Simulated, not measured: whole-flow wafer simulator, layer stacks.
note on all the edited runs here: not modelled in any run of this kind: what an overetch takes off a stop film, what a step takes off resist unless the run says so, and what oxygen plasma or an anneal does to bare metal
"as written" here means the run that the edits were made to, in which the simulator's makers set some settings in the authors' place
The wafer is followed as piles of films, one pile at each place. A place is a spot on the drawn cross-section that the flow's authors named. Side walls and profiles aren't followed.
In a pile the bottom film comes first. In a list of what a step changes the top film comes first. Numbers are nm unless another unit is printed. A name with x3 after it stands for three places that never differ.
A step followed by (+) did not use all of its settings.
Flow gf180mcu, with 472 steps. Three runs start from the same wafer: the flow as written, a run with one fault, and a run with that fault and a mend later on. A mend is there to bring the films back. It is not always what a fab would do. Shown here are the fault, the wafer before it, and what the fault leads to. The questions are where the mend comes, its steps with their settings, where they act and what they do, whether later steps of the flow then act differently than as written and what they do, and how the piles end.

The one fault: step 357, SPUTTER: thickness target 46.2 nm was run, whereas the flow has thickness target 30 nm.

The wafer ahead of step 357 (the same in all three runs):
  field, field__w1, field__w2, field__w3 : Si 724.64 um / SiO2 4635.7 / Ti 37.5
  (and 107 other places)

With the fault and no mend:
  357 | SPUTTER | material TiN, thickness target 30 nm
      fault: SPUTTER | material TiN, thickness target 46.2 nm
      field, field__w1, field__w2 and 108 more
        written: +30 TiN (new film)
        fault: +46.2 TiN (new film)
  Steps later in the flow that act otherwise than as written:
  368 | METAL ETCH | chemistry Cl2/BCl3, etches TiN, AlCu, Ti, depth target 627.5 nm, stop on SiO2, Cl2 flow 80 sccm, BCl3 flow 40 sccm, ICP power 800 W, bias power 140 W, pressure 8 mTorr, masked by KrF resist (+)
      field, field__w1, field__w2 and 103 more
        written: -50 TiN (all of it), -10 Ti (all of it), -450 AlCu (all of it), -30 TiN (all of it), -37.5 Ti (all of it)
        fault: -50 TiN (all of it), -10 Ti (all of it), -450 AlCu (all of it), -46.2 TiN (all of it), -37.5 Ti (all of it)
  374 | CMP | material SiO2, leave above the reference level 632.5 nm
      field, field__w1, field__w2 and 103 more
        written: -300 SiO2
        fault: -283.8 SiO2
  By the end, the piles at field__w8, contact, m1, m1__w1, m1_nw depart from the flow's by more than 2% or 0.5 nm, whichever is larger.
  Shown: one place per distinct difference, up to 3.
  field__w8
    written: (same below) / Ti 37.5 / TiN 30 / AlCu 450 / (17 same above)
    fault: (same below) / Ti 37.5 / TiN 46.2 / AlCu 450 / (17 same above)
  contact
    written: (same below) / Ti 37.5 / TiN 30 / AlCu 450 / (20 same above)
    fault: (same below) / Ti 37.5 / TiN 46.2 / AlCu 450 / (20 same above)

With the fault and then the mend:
  After step 357 comes the mend.
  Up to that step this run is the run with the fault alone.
  357a | METAL ETCH | chemistry Cl2/BCl3, etches TiN, AlCu, Ti, depth target 16.2 nm, Cl2 flow 80 sccm, BCl3 flow 40 sccm, ICP power 800 W, bias power 140 W, pressure 8 mTorr (a further turn of the flow's step 260, with different settings)
      field, field__w1, field__w2 and 108 more
        -16.2 TiN
  Later steps of the flow that are run all act as written at every place that is followed.
  At every place that both follow, the piles at the end match the flow's.
